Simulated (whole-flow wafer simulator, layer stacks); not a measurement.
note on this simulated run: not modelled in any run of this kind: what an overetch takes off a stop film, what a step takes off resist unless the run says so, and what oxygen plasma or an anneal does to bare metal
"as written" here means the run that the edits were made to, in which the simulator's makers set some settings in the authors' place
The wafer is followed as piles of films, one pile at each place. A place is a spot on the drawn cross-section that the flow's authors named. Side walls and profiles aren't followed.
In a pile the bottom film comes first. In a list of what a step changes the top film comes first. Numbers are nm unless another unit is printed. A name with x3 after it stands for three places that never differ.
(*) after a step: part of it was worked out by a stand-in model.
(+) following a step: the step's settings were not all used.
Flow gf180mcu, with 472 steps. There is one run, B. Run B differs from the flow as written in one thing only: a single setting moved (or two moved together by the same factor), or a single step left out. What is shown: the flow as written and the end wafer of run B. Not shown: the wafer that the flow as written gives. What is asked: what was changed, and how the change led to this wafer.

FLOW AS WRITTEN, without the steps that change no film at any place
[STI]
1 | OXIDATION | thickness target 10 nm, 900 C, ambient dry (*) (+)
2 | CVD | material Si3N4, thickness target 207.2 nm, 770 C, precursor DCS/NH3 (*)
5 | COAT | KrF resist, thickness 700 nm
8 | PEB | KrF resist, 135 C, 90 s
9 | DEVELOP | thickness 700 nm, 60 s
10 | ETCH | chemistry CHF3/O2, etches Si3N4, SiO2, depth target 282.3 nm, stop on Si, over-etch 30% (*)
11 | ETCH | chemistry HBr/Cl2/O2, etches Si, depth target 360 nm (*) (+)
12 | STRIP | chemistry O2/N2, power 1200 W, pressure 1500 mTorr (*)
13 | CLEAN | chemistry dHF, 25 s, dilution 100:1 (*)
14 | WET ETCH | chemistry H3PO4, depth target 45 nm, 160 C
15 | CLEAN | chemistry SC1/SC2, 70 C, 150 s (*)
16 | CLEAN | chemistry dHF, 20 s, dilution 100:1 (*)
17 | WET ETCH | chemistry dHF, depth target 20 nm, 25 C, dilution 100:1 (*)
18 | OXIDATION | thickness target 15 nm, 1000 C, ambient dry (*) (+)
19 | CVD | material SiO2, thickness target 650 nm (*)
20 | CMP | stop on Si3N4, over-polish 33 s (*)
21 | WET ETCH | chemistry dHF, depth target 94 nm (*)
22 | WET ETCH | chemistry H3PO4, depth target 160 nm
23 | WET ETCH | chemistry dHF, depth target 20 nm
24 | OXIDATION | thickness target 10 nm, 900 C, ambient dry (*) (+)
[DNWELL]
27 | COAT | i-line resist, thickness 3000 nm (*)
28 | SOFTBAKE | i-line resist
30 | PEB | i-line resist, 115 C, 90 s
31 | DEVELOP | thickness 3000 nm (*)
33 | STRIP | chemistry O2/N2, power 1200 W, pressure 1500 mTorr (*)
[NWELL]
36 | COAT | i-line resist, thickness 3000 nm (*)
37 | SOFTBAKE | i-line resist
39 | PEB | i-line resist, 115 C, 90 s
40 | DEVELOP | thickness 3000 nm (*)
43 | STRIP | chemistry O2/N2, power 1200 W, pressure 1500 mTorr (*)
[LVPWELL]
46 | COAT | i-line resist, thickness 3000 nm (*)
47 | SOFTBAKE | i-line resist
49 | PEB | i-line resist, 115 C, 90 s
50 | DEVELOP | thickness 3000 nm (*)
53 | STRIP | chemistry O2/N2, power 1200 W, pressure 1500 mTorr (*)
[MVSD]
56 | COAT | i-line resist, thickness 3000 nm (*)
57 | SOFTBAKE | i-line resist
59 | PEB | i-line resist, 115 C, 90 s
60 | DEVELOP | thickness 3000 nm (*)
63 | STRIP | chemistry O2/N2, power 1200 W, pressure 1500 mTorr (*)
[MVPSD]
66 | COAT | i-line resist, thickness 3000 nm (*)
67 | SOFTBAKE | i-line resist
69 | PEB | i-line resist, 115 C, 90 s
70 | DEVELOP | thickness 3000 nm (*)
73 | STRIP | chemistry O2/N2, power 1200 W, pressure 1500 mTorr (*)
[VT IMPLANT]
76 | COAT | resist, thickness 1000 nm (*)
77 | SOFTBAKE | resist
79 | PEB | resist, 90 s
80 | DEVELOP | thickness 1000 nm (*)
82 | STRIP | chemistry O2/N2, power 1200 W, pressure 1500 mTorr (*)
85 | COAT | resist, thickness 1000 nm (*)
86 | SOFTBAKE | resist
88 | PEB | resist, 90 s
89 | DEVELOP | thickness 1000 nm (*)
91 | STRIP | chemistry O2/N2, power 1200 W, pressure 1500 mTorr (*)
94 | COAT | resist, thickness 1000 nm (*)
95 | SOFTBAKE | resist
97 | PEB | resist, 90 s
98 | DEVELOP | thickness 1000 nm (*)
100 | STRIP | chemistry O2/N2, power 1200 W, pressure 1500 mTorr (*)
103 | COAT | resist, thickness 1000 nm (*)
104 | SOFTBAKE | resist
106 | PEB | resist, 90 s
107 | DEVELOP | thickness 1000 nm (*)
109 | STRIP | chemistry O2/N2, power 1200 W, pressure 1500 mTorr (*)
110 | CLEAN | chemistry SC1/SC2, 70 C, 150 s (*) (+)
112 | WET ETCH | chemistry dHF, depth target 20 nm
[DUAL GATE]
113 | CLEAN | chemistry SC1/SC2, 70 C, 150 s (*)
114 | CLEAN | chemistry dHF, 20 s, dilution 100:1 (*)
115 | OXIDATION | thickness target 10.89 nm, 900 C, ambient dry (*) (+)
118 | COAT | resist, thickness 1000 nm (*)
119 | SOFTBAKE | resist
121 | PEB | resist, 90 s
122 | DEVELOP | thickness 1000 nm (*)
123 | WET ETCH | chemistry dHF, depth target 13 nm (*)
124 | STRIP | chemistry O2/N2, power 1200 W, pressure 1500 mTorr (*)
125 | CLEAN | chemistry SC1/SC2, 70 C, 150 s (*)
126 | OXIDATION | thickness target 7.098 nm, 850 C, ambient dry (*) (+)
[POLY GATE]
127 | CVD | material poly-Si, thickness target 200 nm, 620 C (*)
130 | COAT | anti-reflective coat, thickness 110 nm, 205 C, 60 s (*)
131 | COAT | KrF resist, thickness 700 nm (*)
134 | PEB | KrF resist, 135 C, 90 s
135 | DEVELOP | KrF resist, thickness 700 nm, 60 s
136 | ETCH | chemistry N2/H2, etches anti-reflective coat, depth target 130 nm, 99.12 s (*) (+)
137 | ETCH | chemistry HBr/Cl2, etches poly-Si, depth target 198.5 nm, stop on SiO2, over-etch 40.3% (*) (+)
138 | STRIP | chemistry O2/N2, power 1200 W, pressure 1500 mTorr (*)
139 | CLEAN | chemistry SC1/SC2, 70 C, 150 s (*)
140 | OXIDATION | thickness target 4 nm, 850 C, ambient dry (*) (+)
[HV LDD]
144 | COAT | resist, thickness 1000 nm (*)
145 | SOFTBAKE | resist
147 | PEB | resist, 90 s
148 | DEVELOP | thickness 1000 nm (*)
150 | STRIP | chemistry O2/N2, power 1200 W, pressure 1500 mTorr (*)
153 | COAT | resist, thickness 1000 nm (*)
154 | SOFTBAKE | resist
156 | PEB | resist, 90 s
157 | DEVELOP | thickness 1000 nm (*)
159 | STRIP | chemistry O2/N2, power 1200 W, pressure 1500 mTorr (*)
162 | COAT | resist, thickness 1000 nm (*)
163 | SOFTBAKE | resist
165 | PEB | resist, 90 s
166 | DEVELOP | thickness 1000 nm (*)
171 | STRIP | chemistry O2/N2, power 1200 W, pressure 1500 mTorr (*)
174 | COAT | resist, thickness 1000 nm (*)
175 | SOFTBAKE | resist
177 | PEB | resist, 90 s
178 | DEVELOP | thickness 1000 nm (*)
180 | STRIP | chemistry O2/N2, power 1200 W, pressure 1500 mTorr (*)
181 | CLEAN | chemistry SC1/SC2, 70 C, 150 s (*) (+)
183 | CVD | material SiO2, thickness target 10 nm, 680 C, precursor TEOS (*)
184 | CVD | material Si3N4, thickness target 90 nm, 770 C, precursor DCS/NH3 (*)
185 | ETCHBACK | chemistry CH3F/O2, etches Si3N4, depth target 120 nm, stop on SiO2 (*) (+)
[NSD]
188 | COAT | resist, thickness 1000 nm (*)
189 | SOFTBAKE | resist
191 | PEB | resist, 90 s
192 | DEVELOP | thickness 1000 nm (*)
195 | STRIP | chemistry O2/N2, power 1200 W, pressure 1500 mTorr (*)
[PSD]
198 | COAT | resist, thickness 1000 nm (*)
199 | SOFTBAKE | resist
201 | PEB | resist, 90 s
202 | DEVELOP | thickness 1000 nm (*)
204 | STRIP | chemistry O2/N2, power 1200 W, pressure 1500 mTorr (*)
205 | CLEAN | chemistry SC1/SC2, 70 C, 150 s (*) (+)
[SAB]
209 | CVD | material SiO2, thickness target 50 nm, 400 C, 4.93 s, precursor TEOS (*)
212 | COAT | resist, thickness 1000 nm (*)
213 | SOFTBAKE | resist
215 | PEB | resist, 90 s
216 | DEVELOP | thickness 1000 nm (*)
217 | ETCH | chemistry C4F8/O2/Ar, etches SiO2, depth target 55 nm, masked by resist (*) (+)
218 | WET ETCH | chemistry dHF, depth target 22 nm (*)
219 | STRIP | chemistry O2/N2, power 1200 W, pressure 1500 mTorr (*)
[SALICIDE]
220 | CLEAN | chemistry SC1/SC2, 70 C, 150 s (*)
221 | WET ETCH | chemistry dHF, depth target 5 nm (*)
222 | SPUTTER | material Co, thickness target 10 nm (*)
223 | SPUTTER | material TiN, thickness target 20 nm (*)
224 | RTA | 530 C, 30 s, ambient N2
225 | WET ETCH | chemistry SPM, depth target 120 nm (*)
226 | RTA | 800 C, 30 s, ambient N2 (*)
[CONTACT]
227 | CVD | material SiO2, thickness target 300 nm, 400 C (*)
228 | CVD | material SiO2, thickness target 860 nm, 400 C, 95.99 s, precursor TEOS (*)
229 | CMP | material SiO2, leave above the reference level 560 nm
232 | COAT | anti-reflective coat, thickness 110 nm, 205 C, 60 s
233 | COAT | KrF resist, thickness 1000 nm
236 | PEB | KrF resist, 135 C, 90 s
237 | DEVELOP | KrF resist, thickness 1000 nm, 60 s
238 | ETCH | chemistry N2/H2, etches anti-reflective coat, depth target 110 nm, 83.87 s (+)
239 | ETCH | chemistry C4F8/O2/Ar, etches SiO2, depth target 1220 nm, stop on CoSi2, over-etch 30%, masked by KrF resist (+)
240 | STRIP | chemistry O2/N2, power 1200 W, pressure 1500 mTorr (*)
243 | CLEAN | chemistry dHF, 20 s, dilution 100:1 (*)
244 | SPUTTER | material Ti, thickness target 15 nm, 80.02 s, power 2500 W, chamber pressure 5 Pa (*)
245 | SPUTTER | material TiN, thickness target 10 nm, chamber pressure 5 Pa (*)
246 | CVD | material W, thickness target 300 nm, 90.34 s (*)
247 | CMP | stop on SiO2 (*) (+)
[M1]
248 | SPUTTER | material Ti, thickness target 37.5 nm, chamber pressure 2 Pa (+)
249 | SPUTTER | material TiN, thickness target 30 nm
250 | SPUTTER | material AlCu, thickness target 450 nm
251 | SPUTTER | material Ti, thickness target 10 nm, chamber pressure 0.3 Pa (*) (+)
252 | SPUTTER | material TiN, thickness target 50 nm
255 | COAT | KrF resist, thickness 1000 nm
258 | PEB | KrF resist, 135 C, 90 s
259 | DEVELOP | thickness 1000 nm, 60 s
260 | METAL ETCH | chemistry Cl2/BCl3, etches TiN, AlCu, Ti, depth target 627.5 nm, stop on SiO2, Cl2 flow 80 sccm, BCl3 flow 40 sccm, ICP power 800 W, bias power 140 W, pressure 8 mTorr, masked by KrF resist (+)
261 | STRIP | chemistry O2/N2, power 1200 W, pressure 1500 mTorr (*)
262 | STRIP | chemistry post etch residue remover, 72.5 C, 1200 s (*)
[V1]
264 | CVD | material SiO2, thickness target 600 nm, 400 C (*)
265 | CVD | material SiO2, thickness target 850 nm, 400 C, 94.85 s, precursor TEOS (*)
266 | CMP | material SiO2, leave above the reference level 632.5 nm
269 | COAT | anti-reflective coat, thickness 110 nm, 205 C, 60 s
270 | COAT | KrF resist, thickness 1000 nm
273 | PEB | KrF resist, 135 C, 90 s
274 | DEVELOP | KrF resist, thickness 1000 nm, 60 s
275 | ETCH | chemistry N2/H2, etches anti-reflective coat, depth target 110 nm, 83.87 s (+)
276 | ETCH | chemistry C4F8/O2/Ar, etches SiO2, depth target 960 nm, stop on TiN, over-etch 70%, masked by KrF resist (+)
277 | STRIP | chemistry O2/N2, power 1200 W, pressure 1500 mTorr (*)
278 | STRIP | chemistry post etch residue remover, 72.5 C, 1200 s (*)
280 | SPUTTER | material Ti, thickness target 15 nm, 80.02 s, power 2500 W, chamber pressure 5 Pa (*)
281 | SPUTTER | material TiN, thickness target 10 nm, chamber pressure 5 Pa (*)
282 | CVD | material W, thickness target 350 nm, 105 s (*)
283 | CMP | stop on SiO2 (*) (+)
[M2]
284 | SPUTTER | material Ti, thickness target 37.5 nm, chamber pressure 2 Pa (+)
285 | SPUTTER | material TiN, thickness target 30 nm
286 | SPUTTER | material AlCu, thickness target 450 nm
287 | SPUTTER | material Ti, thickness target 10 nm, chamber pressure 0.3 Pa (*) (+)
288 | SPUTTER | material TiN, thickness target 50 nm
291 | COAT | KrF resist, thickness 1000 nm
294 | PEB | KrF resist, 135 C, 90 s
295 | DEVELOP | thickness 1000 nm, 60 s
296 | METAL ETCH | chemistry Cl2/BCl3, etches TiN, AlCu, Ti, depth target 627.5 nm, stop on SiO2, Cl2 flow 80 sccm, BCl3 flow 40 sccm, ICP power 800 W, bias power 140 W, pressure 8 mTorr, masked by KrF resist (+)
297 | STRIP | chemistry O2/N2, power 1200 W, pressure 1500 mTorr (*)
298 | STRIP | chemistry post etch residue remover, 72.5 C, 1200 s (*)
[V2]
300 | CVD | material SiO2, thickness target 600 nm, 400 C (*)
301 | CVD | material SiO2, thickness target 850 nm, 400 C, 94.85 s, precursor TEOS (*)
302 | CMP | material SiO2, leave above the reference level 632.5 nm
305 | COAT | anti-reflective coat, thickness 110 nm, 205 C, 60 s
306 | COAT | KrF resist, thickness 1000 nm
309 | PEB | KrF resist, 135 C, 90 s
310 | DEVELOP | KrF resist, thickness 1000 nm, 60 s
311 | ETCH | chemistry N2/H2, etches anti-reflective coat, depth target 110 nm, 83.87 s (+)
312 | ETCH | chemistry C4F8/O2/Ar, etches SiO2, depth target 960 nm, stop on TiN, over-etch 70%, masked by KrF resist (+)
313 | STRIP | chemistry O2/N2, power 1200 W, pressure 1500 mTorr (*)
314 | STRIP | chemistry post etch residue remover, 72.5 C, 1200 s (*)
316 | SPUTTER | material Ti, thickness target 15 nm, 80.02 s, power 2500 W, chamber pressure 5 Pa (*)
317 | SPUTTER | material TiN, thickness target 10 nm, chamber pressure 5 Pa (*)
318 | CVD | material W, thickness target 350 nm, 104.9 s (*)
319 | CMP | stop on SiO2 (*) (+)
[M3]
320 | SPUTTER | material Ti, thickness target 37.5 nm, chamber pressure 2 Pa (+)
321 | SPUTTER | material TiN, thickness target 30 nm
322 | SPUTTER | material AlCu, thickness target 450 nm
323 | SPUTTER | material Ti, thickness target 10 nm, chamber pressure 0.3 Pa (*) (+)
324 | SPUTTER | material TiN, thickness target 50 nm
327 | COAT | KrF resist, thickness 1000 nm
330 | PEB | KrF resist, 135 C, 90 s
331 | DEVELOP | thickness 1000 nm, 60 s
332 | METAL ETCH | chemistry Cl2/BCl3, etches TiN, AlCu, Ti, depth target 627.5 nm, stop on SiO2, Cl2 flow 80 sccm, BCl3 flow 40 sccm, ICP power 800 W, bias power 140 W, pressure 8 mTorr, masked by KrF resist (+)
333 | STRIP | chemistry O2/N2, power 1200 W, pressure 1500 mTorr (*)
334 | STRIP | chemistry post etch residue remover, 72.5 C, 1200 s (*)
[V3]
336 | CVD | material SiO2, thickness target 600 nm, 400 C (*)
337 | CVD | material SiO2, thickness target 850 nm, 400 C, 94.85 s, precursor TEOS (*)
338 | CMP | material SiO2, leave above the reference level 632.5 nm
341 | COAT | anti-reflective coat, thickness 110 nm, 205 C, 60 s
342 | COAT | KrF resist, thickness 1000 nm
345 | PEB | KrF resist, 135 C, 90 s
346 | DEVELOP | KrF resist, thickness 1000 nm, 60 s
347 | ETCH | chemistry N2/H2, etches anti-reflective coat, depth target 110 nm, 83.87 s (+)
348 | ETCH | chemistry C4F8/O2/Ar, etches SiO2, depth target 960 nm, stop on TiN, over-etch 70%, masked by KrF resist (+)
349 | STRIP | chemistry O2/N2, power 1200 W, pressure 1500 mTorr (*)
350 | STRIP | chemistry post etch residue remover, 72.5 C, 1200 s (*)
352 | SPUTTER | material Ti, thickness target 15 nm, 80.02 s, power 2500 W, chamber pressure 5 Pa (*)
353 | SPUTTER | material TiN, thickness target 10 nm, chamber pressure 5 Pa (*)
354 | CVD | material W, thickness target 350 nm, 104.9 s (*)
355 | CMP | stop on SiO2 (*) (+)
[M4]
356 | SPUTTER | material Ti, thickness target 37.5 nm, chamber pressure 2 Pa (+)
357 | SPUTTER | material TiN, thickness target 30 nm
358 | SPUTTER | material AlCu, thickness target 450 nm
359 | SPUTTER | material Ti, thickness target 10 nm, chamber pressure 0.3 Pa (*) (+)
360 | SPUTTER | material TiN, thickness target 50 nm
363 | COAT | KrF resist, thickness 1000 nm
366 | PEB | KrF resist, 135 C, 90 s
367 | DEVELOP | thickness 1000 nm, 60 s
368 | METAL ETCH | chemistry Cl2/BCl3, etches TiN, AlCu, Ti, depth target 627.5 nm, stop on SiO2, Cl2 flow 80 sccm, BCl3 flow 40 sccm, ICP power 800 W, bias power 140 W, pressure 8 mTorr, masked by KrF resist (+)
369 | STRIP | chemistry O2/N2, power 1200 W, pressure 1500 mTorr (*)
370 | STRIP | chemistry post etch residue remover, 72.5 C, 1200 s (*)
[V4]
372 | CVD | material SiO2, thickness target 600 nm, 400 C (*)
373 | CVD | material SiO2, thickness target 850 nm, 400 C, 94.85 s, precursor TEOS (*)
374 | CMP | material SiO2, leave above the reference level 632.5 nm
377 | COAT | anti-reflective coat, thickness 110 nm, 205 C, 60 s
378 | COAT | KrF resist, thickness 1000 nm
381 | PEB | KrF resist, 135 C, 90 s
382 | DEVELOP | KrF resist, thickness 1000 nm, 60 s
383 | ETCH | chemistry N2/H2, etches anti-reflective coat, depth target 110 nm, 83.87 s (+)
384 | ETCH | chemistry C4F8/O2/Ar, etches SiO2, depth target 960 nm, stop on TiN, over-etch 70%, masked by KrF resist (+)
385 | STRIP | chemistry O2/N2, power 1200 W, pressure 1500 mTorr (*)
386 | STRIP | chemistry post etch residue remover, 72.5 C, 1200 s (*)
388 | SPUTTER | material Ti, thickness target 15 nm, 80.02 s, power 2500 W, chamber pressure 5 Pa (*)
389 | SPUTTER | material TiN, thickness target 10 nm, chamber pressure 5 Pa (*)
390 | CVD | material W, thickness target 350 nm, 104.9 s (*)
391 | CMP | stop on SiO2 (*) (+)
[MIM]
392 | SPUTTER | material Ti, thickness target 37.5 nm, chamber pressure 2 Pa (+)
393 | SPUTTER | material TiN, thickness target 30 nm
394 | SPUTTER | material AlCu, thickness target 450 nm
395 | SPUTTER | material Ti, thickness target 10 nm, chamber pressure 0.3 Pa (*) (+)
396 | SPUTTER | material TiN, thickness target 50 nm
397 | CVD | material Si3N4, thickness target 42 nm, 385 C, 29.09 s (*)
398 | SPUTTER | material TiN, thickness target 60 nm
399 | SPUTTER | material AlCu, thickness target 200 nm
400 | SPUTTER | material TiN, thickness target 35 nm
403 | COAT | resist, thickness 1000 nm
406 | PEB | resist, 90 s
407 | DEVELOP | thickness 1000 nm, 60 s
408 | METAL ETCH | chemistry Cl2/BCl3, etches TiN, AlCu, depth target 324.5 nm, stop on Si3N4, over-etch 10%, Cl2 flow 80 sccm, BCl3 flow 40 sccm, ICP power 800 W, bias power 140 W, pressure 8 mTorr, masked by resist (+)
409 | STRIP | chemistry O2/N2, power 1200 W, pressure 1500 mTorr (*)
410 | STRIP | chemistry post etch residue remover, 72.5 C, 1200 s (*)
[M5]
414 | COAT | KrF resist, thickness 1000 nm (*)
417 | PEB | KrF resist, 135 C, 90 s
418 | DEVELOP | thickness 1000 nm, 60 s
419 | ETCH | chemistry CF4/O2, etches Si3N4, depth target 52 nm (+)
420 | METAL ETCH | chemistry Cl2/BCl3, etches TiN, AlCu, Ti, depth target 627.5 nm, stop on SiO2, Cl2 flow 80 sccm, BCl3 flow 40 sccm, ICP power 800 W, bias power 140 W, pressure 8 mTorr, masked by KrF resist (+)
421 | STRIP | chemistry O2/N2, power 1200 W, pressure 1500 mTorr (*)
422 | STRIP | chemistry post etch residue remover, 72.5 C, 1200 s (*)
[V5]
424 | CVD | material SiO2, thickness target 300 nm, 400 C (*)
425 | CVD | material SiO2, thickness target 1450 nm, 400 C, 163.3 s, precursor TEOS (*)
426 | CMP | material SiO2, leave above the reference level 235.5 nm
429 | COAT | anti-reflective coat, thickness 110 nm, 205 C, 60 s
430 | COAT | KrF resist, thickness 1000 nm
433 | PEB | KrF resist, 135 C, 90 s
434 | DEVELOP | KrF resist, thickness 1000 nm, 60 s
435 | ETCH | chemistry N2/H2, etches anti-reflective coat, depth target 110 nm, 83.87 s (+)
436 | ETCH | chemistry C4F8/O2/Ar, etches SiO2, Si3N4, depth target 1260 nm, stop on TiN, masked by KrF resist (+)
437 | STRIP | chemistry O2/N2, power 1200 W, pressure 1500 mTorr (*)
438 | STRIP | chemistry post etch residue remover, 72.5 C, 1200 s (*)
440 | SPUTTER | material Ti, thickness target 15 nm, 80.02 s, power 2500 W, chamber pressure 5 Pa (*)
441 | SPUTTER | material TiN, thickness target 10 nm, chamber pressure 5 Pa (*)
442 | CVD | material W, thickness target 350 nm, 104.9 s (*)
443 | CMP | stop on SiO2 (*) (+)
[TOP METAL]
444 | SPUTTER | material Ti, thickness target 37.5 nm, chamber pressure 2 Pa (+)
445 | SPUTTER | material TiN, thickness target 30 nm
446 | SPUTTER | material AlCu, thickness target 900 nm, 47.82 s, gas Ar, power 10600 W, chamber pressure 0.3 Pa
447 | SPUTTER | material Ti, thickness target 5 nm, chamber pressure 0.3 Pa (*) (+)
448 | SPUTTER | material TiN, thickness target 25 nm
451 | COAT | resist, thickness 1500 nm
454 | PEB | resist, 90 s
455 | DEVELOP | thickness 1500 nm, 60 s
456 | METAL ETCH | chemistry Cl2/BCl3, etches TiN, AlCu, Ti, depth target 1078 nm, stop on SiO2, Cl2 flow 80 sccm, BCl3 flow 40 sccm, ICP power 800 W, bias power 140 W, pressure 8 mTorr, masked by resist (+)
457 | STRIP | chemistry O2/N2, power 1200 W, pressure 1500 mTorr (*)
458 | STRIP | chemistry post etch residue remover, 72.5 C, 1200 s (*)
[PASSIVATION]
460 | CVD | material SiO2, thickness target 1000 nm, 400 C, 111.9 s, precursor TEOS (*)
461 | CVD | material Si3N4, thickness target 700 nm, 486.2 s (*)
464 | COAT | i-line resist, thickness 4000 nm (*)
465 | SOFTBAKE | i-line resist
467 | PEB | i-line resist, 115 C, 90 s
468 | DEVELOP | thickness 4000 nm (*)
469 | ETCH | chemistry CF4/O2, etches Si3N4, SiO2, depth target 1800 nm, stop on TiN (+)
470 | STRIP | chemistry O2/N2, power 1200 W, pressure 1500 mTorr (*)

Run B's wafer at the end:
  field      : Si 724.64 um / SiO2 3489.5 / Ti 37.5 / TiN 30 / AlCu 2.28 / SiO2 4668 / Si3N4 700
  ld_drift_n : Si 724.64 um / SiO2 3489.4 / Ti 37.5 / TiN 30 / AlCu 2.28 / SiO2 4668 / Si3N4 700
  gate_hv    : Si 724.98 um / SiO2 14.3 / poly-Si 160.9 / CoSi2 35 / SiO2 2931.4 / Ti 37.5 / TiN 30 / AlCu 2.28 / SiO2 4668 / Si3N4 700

What caused this: step 332, METAL ETCH: depth target 502 nm was run, though the flow has depth target 627.5 nm.

Step by step, how the change led to this:
  332 | METAL ETCH | chemistry Cl2/BCl3, etches TiN, AlCu, Ti, depth target 627.5 nm, stop on SiO2, Cl2 flow 80 sccm, BCl3 flow 40 sccm, ICP power 800 W, bias power 140 W, pressure 8 mTorr, masked by KrF resist (+)
      field, field__w1, field__w2 and 103 more: -50 TiN (all of it), -10 Ti (all of it), -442 AlCu (it would be, as written: -50 TiN (all of it), -10 Ti (all of it), -450 AlCu (all of it), -30 TiN (all of it), -37.5 Ti (all of it))
      field__w8, contact, m1, m1__w1, m1_nw: -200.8 KrF resist (it would be, as written: -251 KrF resist)
  333 | STRIP | chemistry O2/N2, power 1200 W, pressure 1500 mTorr (*)
      field__w8, contact, m1, m1__w1, m1_nw: -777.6 KrF resist (all of it) (it would be, as written: -727.4 KrF resist (all of it))
  334 | STRIP | chemistry post etch residue remover, 72.5 C, 1200 s (*)
      field, field__w1, field__w2 and 103 more: -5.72 AlCu (it would be, as written: nothing)
  336 | CVD | material SiO2, thickness target 600 nm, 400 C (*)
      field, field__w1, field__w2 and 103 more: +600 SiO2 (new film) (it would be, as written: +600 SiO2)
  338 | CMP | material SiO2, leave above the reference level 632.5 nm
      field, field__w1, field__w2 and 103 more: -369.8 SiO2 (it would be, as written: -300 SiO2)
With metal films that touch counted as one body, field has 1 body; the flow as written gives 0 bodies.
With metal films that touch counted as one body, ld_drift_n has 1 body; the flow as written gives 0 bodies.
With metal films that touch counted as one body, gate_hv has 2 bodies (between them, from the top down: SiO2 2931.4); the flow as written gives 1 body.
